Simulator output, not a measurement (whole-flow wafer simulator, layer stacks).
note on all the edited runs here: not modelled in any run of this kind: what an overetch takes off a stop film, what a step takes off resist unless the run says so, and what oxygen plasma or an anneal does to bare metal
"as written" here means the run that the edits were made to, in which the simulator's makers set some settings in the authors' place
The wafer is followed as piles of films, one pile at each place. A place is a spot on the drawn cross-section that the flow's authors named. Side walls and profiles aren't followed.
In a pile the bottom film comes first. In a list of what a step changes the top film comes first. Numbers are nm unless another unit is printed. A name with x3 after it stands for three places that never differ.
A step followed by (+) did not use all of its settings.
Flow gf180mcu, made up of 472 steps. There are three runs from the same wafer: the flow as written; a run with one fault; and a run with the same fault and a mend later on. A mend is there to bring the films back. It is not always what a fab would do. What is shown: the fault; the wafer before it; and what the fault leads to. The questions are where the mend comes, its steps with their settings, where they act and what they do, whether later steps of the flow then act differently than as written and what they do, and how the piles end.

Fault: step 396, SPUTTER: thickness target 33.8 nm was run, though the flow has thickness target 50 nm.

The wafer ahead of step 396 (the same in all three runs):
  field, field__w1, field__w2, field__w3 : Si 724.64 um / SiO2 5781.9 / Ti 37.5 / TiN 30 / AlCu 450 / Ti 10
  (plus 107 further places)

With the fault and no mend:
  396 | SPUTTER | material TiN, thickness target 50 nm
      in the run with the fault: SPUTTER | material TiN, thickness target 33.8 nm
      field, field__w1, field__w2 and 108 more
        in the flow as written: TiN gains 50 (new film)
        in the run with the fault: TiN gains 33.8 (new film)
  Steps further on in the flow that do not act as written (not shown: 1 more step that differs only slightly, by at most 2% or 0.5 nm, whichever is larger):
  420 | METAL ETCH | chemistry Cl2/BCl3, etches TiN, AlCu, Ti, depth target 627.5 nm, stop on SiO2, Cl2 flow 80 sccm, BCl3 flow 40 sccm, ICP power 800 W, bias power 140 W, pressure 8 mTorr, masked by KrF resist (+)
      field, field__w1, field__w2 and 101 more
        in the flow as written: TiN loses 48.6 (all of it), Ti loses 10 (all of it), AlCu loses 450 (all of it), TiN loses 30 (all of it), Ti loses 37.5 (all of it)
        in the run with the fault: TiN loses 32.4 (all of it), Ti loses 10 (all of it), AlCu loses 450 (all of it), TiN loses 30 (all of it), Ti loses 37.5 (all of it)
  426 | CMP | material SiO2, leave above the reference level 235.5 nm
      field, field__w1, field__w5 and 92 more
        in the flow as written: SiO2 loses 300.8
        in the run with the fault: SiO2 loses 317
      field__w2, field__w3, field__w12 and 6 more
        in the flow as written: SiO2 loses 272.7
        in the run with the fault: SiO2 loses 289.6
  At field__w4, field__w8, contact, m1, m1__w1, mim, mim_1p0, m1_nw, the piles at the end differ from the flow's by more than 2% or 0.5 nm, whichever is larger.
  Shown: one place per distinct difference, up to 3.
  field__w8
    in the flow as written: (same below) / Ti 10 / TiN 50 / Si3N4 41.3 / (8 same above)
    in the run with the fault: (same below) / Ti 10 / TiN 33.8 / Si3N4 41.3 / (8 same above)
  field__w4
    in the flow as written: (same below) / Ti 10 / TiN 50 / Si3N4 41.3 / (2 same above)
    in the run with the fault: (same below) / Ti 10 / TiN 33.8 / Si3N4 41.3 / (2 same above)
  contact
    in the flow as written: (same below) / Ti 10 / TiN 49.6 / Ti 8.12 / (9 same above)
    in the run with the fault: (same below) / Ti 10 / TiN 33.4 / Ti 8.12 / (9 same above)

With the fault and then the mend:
  The mend stands after step 396.
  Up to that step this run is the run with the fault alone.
  396a | SPUTTER | material TiN, thickness target 16.2 nm (the flow's step 396, run once more with other settings)
      field, field__w1, field__w2 and 108 more
        TiN gains 16.2
  None of the later steps of the flow acts differently than as written at any place that is followed.
  The piles end the same as the flow's at every place that both follow.
